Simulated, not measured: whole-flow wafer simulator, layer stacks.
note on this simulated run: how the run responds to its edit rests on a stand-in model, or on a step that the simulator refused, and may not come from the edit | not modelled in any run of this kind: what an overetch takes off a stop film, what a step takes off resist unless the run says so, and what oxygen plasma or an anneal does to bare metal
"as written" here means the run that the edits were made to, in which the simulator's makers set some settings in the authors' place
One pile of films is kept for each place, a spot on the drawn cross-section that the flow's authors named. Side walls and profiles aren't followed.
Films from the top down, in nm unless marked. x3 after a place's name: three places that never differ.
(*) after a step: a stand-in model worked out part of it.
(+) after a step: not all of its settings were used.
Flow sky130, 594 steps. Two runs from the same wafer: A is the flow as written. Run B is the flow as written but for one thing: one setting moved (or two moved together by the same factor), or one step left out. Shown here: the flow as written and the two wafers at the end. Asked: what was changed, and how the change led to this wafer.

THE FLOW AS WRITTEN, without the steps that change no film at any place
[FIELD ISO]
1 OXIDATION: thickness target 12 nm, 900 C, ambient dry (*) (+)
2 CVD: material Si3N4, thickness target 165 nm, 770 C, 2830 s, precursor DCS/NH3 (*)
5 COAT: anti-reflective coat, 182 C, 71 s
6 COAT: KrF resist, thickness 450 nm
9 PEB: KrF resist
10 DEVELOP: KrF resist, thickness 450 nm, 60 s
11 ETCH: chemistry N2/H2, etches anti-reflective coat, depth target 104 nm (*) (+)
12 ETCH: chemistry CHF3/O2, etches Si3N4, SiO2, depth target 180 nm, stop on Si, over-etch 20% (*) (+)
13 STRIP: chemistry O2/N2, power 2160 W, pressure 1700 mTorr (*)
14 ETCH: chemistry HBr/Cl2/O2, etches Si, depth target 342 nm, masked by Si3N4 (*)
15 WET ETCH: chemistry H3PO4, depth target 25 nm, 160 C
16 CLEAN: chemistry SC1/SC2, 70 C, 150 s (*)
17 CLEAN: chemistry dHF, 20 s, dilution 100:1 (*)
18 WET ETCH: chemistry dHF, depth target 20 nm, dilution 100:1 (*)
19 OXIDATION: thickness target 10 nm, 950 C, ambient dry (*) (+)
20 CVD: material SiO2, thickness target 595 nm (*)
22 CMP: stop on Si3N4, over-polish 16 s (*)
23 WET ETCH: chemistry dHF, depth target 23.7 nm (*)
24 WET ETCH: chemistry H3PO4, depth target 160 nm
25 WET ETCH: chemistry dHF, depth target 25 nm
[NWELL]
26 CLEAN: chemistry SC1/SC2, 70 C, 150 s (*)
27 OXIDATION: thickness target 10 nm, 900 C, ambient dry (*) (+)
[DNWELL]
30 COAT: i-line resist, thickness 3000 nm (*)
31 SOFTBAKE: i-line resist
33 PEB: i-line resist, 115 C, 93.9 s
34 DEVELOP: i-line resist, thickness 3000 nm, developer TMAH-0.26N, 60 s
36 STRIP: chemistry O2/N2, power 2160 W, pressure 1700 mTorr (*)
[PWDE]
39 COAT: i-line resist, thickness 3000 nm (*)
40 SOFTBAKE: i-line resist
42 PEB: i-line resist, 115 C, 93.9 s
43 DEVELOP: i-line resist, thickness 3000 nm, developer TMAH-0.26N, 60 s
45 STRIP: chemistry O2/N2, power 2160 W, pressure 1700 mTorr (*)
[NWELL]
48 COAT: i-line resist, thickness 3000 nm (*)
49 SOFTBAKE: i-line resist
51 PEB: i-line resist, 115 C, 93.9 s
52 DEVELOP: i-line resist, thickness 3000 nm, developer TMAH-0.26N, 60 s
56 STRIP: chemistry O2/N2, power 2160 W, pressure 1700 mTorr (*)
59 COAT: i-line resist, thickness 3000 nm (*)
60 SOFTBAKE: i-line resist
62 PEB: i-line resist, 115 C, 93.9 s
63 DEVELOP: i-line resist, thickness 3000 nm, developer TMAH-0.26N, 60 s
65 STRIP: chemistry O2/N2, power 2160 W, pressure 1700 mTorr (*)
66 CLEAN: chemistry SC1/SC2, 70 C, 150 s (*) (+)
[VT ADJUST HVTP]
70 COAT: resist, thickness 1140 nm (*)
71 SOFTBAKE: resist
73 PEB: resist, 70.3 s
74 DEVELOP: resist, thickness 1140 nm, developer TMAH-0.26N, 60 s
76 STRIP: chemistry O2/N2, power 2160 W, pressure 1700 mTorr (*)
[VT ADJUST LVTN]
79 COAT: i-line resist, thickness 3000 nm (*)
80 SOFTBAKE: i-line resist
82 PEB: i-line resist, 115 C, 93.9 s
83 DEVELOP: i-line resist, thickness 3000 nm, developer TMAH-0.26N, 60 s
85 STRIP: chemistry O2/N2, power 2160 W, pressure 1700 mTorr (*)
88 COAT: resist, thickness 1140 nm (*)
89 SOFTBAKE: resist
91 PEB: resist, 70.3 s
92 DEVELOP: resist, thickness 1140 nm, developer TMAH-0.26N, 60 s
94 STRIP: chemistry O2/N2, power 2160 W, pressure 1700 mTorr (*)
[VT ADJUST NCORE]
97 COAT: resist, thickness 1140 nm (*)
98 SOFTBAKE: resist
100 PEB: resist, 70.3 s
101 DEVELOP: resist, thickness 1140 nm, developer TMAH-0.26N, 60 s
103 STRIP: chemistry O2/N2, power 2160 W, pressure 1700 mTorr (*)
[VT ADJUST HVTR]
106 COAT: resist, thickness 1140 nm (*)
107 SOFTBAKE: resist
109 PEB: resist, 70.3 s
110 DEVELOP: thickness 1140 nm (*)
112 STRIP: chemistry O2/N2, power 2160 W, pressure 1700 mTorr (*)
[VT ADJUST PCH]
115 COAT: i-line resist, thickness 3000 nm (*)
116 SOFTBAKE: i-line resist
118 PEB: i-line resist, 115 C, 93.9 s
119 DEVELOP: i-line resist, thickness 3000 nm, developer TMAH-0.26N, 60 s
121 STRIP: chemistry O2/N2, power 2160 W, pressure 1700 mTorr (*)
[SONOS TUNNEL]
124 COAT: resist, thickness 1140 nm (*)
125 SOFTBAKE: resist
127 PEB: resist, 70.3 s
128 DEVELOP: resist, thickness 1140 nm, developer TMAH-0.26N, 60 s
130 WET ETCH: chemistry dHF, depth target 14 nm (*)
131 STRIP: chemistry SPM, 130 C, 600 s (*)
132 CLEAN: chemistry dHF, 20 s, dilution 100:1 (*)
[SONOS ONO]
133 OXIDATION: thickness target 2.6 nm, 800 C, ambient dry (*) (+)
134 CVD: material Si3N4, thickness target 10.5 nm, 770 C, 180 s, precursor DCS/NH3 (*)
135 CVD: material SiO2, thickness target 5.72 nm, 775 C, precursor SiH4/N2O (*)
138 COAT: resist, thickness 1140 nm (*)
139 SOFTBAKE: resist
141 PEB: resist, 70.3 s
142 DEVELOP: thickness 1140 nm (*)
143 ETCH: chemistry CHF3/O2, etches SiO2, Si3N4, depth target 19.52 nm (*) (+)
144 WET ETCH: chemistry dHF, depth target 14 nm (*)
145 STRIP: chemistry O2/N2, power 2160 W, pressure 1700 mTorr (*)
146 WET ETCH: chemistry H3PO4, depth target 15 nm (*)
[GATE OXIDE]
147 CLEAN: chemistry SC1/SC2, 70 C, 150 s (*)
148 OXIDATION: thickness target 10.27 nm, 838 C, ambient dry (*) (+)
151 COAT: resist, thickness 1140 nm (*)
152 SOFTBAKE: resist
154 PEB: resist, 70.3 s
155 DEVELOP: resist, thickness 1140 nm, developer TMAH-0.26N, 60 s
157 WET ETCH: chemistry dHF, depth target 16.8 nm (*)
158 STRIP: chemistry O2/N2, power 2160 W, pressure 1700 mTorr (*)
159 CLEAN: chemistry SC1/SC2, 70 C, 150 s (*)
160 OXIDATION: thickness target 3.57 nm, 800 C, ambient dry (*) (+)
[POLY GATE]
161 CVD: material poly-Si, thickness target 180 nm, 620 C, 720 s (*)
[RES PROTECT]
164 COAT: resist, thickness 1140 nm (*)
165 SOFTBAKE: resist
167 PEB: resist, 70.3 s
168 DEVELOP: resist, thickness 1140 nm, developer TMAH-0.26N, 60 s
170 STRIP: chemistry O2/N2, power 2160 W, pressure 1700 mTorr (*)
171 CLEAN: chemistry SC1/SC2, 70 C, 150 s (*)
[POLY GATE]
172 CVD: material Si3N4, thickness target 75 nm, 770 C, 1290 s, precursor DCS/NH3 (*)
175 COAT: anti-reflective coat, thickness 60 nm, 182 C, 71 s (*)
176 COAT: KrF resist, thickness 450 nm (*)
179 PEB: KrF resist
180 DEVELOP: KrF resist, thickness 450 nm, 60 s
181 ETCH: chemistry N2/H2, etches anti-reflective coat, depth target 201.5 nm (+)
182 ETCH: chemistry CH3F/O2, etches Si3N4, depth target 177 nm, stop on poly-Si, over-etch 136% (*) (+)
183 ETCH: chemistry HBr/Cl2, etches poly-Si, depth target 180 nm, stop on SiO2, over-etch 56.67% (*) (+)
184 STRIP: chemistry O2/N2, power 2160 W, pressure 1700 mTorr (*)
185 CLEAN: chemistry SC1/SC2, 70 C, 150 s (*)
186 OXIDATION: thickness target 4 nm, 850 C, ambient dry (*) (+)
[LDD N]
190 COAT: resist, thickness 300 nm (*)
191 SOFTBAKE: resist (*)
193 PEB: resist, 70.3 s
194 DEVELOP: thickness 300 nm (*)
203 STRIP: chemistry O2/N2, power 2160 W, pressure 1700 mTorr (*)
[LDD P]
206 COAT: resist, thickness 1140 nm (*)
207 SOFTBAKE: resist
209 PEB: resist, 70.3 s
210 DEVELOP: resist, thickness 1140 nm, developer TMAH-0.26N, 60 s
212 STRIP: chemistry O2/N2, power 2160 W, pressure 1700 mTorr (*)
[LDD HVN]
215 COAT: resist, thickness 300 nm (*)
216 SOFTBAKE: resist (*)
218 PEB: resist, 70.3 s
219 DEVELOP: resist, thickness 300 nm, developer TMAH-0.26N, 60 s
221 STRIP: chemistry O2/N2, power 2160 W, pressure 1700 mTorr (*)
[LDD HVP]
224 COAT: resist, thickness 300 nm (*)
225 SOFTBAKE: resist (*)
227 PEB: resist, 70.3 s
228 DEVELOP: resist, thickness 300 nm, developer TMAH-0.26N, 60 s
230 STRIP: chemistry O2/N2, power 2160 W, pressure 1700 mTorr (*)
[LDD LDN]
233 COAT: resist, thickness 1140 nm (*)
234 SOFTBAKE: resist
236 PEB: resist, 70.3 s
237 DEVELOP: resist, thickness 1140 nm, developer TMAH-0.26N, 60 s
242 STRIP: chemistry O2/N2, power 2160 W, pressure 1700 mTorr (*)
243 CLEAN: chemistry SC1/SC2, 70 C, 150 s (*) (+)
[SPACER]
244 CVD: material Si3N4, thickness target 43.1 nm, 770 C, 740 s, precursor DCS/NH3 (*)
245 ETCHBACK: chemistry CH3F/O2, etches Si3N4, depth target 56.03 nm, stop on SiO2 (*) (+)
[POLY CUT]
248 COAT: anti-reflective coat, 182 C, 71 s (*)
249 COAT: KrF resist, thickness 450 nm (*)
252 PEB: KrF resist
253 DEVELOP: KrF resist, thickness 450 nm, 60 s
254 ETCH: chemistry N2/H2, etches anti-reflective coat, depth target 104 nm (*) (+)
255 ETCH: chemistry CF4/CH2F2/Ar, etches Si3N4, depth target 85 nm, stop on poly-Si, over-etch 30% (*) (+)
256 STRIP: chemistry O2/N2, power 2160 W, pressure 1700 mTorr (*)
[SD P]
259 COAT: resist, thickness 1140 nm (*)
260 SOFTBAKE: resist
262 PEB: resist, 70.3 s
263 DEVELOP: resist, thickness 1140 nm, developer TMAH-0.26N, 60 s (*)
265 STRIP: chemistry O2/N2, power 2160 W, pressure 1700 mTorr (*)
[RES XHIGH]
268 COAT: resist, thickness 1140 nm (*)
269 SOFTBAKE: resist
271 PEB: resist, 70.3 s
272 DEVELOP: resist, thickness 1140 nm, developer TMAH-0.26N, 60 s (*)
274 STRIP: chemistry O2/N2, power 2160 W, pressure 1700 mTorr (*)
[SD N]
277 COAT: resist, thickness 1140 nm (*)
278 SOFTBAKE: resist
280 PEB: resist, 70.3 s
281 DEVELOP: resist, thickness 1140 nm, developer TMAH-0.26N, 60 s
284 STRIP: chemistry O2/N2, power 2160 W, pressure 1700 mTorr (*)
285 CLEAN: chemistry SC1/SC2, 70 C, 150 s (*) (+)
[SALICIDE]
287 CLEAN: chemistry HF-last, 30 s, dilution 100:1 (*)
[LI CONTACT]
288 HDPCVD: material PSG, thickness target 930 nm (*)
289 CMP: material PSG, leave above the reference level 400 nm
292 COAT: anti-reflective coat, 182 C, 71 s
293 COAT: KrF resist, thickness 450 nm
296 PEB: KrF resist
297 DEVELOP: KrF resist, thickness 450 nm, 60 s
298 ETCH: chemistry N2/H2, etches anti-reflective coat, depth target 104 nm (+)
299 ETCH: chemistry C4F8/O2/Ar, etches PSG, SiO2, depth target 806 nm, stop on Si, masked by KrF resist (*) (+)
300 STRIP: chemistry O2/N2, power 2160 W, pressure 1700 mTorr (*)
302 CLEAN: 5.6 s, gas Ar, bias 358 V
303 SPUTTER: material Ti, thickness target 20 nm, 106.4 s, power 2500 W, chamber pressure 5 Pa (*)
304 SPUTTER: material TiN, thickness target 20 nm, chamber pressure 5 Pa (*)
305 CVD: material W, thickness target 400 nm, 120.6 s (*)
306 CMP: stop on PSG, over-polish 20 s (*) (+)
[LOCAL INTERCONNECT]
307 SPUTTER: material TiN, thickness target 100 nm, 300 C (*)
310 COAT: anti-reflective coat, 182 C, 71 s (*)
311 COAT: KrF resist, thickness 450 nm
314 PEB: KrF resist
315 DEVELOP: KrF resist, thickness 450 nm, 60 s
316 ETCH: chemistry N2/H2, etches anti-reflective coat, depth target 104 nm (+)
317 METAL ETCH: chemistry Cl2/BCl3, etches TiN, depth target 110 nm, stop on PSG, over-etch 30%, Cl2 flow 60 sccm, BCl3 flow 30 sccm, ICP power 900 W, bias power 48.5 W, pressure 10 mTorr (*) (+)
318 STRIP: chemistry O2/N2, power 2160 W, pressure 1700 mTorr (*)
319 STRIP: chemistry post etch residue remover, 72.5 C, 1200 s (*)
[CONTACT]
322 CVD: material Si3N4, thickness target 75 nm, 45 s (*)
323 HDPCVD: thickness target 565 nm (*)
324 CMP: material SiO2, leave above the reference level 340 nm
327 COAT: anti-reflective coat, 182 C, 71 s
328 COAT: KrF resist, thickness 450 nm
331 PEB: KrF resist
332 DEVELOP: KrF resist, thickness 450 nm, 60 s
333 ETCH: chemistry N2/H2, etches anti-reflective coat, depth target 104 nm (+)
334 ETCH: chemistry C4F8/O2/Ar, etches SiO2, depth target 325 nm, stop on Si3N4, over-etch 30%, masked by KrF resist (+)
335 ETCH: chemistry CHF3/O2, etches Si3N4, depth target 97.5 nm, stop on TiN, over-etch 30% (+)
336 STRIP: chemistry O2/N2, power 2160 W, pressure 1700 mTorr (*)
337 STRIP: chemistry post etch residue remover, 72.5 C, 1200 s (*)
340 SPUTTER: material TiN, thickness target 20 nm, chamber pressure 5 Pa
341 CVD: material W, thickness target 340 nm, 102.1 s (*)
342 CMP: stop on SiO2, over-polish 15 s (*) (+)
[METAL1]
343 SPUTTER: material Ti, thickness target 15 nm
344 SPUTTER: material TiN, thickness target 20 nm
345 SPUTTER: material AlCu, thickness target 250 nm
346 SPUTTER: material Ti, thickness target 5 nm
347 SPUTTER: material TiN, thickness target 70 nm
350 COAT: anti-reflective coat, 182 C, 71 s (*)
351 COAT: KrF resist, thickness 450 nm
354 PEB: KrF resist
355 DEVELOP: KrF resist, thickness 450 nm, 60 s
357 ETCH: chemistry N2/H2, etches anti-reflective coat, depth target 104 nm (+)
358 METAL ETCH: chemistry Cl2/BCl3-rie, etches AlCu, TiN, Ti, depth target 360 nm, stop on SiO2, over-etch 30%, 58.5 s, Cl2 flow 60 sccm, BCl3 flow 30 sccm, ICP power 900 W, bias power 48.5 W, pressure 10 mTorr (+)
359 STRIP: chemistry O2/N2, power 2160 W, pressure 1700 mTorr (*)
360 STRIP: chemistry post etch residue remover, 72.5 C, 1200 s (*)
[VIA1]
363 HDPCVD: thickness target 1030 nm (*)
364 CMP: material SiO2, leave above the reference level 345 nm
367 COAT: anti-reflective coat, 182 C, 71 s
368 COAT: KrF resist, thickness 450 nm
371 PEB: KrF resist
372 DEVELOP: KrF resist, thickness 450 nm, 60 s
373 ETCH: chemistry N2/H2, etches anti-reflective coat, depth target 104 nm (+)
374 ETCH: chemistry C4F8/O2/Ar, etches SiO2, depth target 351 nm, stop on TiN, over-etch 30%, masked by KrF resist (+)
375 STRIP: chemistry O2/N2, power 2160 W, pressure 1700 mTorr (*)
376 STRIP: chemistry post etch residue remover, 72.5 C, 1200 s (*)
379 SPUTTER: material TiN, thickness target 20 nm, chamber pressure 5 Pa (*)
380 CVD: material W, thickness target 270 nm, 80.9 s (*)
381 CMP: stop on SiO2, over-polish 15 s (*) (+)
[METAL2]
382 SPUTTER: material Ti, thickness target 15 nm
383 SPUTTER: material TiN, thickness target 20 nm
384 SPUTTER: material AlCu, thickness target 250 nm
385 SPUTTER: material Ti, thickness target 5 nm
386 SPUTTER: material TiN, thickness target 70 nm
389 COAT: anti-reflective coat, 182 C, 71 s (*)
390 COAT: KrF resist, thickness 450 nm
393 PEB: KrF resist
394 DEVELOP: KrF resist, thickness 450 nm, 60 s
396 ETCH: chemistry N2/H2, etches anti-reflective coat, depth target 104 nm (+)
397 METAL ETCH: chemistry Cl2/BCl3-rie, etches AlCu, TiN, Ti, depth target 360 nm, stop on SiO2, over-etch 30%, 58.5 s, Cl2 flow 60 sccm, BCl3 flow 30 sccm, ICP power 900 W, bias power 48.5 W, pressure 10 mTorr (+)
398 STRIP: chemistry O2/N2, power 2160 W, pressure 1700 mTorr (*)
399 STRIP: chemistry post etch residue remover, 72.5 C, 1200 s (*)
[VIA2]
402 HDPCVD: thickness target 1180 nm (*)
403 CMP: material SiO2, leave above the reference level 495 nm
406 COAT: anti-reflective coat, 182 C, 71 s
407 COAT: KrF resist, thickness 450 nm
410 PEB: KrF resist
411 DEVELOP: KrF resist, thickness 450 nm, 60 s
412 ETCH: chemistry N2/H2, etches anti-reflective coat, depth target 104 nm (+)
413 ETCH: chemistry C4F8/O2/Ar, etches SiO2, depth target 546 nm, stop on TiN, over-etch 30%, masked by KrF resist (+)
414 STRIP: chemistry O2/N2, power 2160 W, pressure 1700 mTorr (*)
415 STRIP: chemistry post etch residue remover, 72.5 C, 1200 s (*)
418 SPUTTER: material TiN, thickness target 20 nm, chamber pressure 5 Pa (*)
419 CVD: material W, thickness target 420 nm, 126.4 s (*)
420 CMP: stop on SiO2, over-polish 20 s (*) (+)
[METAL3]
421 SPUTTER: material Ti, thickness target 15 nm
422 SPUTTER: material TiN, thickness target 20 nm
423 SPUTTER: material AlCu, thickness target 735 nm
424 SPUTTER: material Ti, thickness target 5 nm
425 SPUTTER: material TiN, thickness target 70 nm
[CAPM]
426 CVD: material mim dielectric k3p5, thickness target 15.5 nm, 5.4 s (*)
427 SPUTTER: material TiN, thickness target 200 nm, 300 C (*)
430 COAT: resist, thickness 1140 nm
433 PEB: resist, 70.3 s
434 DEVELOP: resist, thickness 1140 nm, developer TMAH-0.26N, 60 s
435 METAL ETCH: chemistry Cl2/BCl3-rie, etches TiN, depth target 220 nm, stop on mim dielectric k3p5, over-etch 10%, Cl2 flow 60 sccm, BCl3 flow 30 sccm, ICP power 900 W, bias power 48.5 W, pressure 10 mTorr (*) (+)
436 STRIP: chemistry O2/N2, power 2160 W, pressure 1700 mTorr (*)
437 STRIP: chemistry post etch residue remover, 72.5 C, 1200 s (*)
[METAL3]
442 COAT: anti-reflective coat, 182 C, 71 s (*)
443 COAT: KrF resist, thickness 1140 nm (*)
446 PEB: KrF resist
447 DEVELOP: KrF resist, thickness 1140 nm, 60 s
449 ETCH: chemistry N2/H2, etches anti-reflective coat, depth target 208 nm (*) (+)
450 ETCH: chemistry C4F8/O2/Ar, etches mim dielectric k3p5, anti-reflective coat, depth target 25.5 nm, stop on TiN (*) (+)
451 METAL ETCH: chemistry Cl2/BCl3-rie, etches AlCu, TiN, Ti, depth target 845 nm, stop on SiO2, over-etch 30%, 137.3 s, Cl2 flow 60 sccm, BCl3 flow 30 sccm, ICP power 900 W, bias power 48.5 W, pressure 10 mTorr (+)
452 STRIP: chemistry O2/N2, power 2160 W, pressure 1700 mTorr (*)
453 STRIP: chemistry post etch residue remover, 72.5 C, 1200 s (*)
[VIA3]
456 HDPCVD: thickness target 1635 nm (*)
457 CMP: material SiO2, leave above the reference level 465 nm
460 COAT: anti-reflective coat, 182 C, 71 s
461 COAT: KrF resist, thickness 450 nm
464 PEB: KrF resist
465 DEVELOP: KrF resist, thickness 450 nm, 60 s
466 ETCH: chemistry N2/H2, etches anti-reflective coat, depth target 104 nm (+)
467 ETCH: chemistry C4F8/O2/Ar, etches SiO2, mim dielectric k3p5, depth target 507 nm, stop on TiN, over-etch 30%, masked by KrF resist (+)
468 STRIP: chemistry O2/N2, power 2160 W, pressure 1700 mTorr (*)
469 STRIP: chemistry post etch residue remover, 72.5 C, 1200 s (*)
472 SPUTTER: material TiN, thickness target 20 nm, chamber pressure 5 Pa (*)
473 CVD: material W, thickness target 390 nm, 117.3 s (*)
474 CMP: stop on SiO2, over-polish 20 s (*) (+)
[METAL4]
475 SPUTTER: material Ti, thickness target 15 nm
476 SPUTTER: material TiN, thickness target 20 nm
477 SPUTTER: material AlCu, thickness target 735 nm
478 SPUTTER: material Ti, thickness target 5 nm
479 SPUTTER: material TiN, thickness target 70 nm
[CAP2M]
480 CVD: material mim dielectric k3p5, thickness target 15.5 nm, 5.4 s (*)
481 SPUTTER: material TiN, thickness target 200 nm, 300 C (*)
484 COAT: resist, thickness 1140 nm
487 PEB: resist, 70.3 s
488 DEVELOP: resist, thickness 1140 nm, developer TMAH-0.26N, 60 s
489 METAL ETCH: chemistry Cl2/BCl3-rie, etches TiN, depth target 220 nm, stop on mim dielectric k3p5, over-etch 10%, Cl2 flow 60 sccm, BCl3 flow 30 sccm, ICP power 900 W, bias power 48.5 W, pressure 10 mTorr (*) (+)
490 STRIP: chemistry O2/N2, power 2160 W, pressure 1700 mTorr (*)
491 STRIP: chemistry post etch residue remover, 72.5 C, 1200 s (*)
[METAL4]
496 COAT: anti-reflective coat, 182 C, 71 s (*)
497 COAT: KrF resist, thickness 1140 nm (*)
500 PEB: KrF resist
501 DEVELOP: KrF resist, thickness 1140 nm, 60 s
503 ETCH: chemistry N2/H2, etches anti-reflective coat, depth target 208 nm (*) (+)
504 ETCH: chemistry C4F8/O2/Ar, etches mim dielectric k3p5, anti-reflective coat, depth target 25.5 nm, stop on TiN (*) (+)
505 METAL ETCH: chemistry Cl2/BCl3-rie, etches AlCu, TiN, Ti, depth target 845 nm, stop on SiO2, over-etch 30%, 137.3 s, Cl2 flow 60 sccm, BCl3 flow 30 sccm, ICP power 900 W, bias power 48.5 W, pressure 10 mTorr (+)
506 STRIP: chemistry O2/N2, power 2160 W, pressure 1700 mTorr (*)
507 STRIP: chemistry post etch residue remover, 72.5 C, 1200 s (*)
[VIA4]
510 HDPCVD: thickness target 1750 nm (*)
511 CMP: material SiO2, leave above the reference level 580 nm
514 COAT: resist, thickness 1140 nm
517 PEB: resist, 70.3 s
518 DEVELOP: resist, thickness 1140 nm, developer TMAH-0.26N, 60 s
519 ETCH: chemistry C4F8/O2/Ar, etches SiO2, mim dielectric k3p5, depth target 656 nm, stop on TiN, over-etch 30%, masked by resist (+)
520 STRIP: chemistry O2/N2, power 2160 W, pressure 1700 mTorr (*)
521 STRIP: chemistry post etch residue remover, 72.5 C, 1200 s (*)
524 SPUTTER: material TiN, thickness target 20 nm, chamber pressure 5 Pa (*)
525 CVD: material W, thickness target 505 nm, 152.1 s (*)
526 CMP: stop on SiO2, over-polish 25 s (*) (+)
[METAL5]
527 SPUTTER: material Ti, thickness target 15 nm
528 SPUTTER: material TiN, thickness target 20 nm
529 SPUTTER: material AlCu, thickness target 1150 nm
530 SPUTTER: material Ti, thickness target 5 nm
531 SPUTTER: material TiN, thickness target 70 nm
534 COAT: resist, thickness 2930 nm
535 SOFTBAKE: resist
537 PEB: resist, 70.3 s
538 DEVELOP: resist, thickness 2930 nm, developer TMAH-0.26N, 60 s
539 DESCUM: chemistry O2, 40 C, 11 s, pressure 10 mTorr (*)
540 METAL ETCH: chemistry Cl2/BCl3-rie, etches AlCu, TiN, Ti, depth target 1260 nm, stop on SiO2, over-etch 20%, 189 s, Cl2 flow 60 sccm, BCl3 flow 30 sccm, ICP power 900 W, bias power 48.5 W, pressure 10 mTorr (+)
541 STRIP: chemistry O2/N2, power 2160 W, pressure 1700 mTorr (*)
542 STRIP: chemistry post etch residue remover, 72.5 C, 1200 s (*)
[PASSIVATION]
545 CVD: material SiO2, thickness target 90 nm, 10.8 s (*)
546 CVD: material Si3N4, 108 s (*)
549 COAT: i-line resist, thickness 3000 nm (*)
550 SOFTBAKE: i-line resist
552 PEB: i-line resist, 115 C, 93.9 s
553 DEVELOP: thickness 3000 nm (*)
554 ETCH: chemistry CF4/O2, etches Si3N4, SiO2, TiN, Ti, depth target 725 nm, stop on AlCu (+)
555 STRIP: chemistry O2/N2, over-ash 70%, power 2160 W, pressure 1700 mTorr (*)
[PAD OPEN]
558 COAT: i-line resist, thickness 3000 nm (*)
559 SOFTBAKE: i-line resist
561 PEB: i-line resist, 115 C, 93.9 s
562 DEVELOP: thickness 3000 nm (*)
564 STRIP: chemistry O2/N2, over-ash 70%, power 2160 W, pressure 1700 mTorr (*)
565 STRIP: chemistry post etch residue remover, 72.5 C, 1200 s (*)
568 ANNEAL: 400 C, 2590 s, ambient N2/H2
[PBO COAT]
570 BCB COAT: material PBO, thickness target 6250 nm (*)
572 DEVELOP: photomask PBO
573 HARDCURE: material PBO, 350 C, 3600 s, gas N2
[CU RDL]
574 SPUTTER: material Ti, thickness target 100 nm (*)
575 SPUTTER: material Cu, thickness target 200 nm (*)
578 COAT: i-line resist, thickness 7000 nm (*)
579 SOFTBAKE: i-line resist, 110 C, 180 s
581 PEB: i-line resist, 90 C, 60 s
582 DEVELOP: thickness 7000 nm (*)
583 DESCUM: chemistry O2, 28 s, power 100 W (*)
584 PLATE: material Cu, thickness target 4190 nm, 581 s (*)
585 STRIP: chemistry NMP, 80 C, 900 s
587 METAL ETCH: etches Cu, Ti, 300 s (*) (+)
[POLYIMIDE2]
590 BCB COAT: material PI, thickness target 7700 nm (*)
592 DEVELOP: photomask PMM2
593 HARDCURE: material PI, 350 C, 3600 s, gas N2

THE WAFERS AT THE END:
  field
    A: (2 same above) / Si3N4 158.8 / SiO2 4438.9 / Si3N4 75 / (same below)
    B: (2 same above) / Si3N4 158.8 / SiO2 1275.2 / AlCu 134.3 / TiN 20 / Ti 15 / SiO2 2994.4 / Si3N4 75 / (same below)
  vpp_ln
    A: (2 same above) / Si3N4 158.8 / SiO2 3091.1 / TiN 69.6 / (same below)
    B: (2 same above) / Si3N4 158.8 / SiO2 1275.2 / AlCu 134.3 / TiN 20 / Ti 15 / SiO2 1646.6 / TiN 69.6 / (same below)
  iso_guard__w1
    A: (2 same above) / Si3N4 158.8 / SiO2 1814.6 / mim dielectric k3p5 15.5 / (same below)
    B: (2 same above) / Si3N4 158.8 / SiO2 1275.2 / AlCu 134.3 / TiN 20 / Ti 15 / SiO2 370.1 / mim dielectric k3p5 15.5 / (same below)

The cause: step 505, METAL ETCH: depth target 515.4 nm was run, where the flow has depth target 845 nm; step 505, METAL ETCH: 83.8 s was run, where the flow has 137.3 s.

How the change led to this, step by step:
  505 METAL ETCH: chemistry Cl2/BCl3-rie, etches AlCu, TiN, Ti, depth target 845 nm, stop on SiO2, over-etch 30%, 137.3 s, Cl2 flow 60 sccm, BCl3 flow 30 sccm, ICP power 900 W, bias power 48.5 W, pressure 10 mTorr (+)
      field, gate, spacer and 68 more: A TiN -70 (all of it), Ti -5 (all of it), AlCu -735 (all of it), TiN -20 (all of it), Ti -15 (all of it), SiO2 -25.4 | B TiN -70 (all of it), Ti -5 (all of it), AlCu -595
      active, vpp_iso1, mim_edge_plate and 14 more: A TiN -70 (all of it), Ti -5 (all of it), AlCu -735 (all of it), TiN -20 (all of it), Ti -15 (all of it), SiO2 -25.3 | B TiN -70 (all of it), Ti -5 (all of it), AlCu -595
      (and at 105 more places)
  506 STRIP: chemistry O2/N2, power 2160 W, pressure 1700 mTorr (*)
      mim, dice_street, pplus_nw and 67 more: A KrF resist -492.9 (all of it), anti-reflective coat -80 (all of it) | B KrF resist -707.2 (all of it), anti-reflective coat -80 (all of it)
      n_well, p_well, gate_hv and 13 more: A KrF resist -492.9 (all of it), anti-reflective coat -80 (all of it) | B KrF resist -707.1 (all of it), anti-reflective coat -80 (all of it)
      (and at 19 more places)
  507 STRIP: chemistry post etch residue remover, 72.5 C, 1200 s (*)
      field, active, gate and 85 more: A nothing | B AlCu -5.72
  510 HDPCVD: thickness target 1750 nm (*)
      field, active, gate and 85 more: A SiO2 +1750 | B SiO2 +1750 (new film)
  511 CMP: material SiO2, leave above the reference level 580 nm
      field, active, gate and 77 more: A SiO2 -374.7 | B SiO2 -569.3
      iso_guard__w1, mim_edge_gap, vpp_l1ln, vpp_m3ln, rpm_encl, via2_enc, rpm_encl_psd, iso_guard_nsd_tip: A SiO2 -374.6 | B SiO2 -569.3
Counting metal films that touch as one body, field has 1 body; the flow as written gives 0 bodies.
Counting metal films that touch as one body, vpp_ln has 3 bodies (between them, from the top down: SiO2 1646.6; SiO2 267.2); the flow as written gives 2 bodies (between them, from the top down: SiO2 267.2).
Counting metal films that touch as one body, iso_guard__w1 has 2 bodies (between them, from the top down: SiO2 370.1 / mim dielectric k3p5 15.5); the flow as written gives 1 body.
